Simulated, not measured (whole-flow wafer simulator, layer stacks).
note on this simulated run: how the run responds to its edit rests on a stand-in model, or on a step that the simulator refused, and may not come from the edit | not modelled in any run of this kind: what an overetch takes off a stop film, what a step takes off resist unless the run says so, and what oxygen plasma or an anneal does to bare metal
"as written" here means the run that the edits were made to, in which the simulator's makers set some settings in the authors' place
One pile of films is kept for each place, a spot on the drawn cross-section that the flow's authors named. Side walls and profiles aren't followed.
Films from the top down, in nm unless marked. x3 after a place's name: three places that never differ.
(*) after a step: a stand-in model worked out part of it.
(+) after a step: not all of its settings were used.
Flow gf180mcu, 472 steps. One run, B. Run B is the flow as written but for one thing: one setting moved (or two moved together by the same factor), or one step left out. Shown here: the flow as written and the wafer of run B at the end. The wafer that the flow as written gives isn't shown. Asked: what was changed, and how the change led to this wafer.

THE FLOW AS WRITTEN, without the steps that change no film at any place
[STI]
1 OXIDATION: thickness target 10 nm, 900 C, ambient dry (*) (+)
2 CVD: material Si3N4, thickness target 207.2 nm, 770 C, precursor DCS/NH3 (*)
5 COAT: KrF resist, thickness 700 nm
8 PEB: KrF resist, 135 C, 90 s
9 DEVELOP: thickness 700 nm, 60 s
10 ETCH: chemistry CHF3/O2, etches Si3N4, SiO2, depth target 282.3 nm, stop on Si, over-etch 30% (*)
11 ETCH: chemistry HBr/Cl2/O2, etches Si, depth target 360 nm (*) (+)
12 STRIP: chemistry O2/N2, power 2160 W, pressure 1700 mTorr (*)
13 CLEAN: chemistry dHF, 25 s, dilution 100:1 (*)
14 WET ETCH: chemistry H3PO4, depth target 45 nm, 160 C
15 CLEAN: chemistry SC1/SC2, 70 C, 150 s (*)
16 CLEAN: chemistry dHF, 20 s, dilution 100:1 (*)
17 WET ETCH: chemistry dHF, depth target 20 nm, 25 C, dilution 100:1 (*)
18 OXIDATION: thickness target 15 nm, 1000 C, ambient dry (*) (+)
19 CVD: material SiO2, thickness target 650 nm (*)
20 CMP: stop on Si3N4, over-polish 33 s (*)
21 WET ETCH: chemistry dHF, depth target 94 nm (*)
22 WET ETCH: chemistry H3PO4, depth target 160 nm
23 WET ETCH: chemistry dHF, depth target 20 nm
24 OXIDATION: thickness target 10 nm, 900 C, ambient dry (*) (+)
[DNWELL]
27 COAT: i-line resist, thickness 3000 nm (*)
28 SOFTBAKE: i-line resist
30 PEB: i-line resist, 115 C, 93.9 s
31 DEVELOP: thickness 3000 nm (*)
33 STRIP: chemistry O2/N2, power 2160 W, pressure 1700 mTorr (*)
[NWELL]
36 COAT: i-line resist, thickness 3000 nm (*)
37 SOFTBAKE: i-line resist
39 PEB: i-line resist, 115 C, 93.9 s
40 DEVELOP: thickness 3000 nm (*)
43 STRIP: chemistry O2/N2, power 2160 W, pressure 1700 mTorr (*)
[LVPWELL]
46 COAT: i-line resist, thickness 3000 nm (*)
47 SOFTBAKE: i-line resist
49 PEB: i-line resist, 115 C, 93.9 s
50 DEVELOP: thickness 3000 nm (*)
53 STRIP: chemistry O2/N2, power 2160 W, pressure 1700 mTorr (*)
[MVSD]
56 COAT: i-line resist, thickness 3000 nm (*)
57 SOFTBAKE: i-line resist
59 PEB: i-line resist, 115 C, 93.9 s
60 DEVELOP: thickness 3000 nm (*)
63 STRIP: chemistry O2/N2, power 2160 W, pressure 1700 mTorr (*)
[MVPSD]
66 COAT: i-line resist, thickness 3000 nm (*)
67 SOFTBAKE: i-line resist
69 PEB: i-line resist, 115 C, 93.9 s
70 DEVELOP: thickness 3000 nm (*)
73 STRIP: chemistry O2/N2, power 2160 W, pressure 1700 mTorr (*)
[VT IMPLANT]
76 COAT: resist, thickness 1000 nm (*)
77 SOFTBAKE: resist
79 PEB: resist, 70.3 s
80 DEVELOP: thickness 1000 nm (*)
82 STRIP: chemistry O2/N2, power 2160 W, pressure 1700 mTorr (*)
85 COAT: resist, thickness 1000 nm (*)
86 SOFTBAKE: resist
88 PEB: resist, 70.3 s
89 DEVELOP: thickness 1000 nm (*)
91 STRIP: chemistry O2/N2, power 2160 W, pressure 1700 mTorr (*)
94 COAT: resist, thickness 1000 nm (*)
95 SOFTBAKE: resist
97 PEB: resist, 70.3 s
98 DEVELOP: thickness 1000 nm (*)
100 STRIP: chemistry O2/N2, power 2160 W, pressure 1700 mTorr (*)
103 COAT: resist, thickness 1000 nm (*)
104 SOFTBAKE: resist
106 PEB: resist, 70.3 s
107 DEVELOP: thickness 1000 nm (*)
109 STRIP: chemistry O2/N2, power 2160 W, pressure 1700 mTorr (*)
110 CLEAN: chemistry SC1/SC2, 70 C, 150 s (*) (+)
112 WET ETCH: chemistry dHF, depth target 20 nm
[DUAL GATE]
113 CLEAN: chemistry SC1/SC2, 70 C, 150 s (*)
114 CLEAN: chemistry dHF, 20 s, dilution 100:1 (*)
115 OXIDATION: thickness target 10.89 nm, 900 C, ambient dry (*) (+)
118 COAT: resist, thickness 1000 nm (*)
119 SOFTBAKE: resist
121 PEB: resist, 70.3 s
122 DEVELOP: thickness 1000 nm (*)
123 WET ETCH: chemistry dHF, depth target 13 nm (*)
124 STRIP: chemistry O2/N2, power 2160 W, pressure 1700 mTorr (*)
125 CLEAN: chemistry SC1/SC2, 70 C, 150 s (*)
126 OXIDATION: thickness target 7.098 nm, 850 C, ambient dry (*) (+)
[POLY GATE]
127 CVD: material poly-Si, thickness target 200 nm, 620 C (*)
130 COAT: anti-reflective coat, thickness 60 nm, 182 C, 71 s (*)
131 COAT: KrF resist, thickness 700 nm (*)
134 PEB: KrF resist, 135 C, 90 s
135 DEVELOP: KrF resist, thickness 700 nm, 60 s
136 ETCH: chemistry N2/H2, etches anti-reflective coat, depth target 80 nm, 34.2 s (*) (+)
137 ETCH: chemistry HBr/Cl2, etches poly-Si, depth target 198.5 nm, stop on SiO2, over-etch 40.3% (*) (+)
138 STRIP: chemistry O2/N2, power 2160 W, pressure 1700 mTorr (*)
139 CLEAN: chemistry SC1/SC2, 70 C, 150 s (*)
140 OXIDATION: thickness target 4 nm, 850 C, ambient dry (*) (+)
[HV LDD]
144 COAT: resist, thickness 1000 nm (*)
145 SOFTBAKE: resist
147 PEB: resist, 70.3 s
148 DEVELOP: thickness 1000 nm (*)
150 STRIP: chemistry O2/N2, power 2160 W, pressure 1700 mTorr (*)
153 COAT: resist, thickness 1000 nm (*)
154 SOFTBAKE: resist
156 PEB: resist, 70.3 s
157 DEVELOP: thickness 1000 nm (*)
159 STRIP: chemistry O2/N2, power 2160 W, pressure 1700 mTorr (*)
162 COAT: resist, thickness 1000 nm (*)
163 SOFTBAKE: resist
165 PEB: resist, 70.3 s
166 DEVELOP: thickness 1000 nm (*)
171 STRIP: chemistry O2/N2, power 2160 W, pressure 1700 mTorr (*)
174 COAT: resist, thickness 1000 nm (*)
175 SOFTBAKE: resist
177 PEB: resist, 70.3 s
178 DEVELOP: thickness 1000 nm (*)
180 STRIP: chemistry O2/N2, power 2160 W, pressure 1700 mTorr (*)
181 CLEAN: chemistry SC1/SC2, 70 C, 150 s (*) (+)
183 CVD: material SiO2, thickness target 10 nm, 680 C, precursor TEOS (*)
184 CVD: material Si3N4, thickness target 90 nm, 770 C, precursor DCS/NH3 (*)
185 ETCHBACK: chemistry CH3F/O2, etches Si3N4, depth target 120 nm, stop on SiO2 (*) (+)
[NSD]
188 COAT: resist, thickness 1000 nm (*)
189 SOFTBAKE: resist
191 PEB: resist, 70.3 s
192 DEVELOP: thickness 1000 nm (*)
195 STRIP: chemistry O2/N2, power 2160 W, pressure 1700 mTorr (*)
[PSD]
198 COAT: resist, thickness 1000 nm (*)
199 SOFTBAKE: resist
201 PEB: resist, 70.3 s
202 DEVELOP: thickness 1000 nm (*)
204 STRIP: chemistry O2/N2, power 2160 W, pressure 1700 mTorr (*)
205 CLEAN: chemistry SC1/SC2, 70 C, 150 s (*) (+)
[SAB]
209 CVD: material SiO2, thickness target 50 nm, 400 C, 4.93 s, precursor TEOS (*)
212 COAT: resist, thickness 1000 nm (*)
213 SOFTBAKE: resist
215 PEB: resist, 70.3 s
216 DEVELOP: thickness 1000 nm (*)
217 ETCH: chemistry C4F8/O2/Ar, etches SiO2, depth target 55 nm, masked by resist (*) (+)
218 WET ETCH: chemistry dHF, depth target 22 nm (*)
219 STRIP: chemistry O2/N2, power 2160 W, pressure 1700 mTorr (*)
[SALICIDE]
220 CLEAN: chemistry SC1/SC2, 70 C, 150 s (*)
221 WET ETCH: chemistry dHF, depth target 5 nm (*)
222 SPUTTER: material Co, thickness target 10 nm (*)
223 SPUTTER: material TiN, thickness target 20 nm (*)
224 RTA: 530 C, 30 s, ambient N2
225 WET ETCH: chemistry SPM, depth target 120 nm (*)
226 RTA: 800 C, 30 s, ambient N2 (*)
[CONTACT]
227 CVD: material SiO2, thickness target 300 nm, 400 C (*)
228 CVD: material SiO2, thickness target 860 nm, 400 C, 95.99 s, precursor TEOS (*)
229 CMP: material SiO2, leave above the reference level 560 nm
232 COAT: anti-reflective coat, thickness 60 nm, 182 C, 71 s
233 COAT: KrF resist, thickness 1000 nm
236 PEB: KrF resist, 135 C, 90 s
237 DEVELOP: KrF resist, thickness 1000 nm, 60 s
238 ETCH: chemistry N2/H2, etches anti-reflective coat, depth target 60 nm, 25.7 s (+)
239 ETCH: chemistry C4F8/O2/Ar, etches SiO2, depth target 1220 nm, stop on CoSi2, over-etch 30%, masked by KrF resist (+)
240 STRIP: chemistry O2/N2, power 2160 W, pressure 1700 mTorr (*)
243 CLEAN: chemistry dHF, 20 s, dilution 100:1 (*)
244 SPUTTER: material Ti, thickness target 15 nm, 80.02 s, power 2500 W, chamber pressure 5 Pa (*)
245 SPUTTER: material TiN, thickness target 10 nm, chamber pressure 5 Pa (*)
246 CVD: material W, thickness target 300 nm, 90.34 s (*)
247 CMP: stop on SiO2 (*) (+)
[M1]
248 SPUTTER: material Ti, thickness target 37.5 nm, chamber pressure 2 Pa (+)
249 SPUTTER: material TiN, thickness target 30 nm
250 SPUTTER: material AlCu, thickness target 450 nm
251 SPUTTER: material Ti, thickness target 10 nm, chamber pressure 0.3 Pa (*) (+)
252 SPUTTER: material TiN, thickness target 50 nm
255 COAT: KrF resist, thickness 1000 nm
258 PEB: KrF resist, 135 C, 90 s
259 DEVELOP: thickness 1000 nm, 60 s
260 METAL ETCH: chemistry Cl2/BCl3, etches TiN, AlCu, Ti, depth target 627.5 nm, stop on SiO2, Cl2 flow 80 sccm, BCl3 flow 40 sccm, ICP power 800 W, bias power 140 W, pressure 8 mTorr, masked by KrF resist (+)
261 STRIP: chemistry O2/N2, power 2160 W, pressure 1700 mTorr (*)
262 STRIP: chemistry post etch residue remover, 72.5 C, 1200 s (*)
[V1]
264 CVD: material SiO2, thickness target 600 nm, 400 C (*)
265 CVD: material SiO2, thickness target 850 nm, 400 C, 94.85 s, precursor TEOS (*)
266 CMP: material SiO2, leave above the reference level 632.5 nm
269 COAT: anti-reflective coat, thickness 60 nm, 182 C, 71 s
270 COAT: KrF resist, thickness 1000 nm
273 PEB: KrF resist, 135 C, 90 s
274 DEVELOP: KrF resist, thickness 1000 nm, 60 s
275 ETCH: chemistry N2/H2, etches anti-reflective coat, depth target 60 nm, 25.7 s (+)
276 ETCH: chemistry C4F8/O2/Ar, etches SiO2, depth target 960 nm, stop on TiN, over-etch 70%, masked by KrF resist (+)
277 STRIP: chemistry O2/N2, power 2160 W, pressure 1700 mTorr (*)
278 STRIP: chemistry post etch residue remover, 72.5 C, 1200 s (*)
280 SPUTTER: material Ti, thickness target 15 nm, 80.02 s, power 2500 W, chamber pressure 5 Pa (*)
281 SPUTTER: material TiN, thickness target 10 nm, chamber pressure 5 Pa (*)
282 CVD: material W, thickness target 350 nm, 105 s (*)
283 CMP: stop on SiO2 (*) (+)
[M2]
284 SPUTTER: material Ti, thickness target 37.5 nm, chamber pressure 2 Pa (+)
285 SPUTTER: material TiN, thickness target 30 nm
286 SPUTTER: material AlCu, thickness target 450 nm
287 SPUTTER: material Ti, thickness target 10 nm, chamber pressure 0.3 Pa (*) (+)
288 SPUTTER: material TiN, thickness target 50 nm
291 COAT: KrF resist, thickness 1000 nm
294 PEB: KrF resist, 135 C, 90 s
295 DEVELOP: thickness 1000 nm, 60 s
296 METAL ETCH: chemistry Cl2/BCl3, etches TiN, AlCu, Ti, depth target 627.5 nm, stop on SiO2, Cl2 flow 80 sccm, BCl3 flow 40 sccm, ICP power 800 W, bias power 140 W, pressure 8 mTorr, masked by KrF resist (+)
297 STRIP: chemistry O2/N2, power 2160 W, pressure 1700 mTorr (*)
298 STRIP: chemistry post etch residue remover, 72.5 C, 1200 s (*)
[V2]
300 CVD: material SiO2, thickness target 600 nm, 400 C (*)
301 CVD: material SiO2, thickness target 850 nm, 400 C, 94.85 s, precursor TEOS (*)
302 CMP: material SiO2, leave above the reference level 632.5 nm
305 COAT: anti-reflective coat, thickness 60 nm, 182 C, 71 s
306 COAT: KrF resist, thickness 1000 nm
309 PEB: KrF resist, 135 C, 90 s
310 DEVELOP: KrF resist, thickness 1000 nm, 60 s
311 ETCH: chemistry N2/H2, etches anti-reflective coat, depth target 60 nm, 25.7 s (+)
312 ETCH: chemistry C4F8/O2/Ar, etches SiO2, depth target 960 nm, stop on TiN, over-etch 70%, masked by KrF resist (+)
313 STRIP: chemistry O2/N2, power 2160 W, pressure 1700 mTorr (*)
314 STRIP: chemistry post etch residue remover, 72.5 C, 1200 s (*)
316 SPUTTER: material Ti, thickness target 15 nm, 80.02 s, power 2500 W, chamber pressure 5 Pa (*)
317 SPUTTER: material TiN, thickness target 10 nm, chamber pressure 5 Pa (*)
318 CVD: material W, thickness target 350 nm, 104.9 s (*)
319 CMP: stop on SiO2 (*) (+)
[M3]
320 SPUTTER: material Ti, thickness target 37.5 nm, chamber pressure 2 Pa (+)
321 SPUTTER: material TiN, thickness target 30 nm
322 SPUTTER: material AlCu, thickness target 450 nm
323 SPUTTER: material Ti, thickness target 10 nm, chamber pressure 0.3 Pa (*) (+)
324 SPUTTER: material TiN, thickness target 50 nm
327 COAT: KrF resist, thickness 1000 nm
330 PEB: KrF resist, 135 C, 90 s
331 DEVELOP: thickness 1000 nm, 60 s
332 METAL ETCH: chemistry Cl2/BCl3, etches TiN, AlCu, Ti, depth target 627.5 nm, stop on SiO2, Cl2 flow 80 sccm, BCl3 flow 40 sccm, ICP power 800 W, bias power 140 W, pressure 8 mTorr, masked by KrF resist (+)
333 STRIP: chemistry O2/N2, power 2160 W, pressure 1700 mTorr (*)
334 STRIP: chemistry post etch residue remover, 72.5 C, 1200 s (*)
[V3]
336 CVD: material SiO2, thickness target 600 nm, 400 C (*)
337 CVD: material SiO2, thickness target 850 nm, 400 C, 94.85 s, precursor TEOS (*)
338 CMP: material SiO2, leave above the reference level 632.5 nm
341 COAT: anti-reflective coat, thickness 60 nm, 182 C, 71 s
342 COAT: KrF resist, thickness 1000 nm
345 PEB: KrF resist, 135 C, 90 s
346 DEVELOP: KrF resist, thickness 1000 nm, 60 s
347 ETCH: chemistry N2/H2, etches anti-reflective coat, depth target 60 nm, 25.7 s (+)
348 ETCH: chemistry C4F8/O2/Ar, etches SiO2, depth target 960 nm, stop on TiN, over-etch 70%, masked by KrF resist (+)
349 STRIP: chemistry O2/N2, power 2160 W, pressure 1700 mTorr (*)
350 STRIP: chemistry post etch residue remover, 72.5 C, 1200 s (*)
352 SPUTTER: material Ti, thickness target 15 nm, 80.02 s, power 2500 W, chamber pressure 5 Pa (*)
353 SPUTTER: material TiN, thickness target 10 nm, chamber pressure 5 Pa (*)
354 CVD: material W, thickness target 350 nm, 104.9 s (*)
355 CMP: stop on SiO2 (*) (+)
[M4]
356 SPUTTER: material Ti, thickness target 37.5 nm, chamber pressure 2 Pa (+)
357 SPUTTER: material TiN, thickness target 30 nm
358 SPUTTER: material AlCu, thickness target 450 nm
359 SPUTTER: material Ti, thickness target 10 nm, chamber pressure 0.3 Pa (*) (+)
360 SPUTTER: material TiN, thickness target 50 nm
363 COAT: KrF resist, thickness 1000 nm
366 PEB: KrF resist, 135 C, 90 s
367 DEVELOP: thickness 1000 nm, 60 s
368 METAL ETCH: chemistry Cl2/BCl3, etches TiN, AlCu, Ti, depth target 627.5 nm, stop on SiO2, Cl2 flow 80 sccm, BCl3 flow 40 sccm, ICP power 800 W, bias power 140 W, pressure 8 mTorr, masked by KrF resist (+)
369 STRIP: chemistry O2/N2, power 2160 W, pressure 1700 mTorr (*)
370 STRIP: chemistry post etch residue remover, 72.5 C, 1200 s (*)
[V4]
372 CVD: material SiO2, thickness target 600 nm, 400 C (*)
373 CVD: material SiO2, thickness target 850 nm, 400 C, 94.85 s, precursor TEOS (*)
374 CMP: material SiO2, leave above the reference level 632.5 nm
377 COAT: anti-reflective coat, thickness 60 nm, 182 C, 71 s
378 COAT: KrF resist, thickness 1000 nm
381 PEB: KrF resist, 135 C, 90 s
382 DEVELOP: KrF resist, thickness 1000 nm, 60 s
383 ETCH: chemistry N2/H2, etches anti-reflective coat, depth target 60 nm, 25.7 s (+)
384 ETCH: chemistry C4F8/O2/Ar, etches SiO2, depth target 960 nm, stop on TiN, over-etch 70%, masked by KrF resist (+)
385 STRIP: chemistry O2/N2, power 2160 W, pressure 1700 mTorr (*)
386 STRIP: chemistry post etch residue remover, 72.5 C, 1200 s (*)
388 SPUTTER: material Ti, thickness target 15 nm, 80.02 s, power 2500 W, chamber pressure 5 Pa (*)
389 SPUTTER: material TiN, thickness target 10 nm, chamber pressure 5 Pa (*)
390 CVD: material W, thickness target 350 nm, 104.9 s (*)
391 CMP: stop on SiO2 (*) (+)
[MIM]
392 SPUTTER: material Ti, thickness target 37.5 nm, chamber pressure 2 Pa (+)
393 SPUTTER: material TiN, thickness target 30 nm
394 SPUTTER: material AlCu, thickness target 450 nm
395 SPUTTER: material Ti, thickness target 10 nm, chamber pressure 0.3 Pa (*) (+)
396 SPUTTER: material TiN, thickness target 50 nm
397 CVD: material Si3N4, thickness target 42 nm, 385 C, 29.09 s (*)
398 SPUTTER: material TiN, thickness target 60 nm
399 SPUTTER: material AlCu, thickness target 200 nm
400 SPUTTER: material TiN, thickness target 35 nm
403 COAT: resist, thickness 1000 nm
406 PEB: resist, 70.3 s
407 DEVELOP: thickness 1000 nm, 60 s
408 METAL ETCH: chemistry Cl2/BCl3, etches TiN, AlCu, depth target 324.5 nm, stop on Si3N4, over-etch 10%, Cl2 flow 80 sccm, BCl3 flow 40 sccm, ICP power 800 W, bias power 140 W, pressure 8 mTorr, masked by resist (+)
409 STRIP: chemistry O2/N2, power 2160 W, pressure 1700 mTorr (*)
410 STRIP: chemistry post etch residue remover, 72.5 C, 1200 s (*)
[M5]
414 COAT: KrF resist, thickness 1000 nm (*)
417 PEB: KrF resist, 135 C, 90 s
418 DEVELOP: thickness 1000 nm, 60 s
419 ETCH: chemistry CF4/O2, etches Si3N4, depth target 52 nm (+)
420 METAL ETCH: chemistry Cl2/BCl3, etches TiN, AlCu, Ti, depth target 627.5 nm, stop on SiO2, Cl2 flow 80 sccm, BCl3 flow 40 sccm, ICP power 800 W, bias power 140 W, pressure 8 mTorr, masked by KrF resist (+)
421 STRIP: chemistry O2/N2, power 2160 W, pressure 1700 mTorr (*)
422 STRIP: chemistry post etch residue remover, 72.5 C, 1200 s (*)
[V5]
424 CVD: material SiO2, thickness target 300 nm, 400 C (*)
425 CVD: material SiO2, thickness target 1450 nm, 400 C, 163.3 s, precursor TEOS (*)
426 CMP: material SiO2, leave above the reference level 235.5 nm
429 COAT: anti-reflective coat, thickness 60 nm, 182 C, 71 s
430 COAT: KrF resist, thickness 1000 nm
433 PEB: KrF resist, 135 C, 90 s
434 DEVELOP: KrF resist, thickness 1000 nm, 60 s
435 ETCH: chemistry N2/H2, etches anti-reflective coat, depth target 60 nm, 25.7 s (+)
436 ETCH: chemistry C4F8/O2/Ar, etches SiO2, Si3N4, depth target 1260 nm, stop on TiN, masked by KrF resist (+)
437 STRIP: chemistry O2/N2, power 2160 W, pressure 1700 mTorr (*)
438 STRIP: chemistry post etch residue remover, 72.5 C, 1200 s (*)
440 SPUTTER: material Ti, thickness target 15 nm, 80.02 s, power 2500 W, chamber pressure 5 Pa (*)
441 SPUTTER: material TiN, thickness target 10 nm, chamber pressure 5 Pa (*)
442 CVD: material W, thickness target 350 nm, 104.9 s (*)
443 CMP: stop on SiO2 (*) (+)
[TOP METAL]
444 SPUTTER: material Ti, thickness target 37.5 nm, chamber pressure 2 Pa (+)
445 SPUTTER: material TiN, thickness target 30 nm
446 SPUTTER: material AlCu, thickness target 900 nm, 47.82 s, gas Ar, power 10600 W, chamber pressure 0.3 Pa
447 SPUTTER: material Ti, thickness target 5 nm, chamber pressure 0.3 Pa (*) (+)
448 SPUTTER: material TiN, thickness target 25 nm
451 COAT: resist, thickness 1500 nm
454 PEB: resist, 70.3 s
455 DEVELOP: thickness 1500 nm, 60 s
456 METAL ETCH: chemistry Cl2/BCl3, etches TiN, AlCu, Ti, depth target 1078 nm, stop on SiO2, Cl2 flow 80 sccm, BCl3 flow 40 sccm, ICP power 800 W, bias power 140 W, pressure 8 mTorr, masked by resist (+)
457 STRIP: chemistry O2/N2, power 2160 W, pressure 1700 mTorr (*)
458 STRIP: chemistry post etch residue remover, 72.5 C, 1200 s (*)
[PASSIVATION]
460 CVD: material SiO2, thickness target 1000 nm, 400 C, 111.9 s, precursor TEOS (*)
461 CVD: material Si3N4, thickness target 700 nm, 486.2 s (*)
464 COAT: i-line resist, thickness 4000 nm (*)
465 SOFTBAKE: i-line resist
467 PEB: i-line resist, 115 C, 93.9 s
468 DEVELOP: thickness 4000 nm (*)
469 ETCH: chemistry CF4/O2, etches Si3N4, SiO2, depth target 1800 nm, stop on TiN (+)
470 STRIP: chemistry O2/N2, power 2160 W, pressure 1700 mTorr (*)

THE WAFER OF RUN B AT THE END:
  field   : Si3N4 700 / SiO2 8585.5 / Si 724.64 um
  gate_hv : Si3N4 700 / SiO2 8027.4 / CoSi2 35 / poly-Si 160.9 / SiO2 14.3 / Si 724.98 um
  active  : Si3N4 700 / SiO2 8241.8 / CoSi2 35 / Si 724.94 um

The cause: step 338, CMP: leave above the reference level 993 nm was run, where the flow has leave above the reference level 632.5 nm.

How the change led to this, step by step:
  338 CMP: material SiO2, leave above the reference level 632.5 nm
      field, field__w1, field__w2 and 103 more: nothing (as written it would be: SiO2 -300)
      field__w8, contact, m1, m1__w1, m1_nw: SiO2 -516.6 (as written it would be: SiO2 -877.1)
  341 COAT: anti-reflective coat, thickness 60 nm, 182 C, 71 s
      field: anti-reflective coat +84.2 (new film) (as written it would be: anti-reflective coat +60 (new film))
      field__w8: anti-reflective coat +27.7 (new film) (as written it would be: anti-reflective coat +60 (new film))
      (and at 11 more places)
  342 COAT: KrF resist, thickness 1000 nm
      contact: KrF resist +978 (new film) (as written it would be: KrF resist +1000 (new film))
      m1: KrF resist +975.6 (new film) (as written it would be: KrF resist +1000 (new film))
      (and at 3 more places)
  346 DEVELOP: KrF resist, thickness 1000 nm, 60 s
      contact: KrF resist -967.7 (all of it) (as written it would be: KrF resist -989.5 (all of it))
  347 ETCH: chemistry N2/H2, etches anti-reflective coat, depth target 60 nm, 25.7 s (+)
      contact: anti-reflective coat -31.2 (all of it), SiO2 -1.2 (as written it would be: anti-reflective coat -60 (all of it), SiO2 -0.46)
  348 ETCH: chemistry C4F8/O2/Ar, etches SiO2, depth target 960 nm, stop on TiN, over-etch 70%, masked by KrF resist (+)
      contact: SiO2 -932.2 (all of it) (as written it would be: SiO2 -572.5 (all of it))
  349 STRIP: chemistry O2/N2, power 2160 W, pressure 1700 mTorr (*)
      field: KrF resist -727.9 (all of it), anti-reflective coat -84.2 (all of it) (as written it would be: KrF resist -739.2 (all of it), anti-reflective coat -60 (all of it))
      field__w8: KrF resist -732.6 (all of it), anti-reflective coat -27.7 (all of it) (as written it would be: KrF resist -739.2 (all of it), anti-reflective coat -60 (all of it))
      (and at 12 more places)
  352 SPUTTER: material Ti, thickness target 15 nm, 80.02 s, power 2500 W, chamber pressure 5 Pa (*)
      contact: Ti +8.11 (new film) (as written it would be: Ti +9.65 (new film))
  353 SPUTTER: material TiN, thickness target 10 nm, chamber pressure 5 Pa (*)
      contact: TiN +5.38 (new film) (as written it would be: TiN +6.4 (new film))
  354 CVD: material W, thickness target 350 nm, 104.9 s (*)
      contact: W +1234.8 (new film) (as written it would be: W +932.3 (new film))
  355 CMP: stop on SiO2 (*) (+)
      field__w8, m1, m1__w1, m1_nw: W -350 (all of it), TiN -10 (all of it), Ti -15 (all of it), SiO2 -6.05 (as written it would be: W -350 (all of it), TiN -10 (all of it), Ti -15 (all of it), SiO2 -3.78)
  363 COAT: KrF resist, thickness 1000 nm
      field__w8: KrF resist +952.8 (new film) (as written it would be: KrF resist +1000 (new film))
      m1: KrF resist +951.8 (new film) (as written it would be: KrF resist +1000 (new film))
      (and at 2 more places)
  369 STRIP: chemistry O2/N2, power 2160 W, pressure 1700 mTorr (*)
      field__w8: KrF resist -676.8 (all of it) (as written it would be: KrF resist -723.5 (all of it))
      m1: KrF resist -675.8 (all of it) (as written it would be: KrF resist -723.5 (all of it))
      (and at 2 more places)
  374 CMP: material SiO2, leave above the reference level 632.5 nm
      field, field__w1, field__w2 and 103 more: SiO2 -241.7 (as written it would be: SiO2 -300)
      contact: SiO2 -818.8 (as written it would be: SiO2 -877.1)
  384 ETCH: chemistry C4F8/O2/Ar, etches SiO2, depth target 960 nm, stop on TiN, over-etch 70%, masked by KrF resist (+)
      contact: SiO2 -630.7 (all of it) (as written it would be: SiO2 -572.5 (all of it))
  390 CVD: material W, thickness target 350 nm, 104.9 s (*)
      contact: W +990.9 (new film) (as written it would be: W +932.3 (new film))
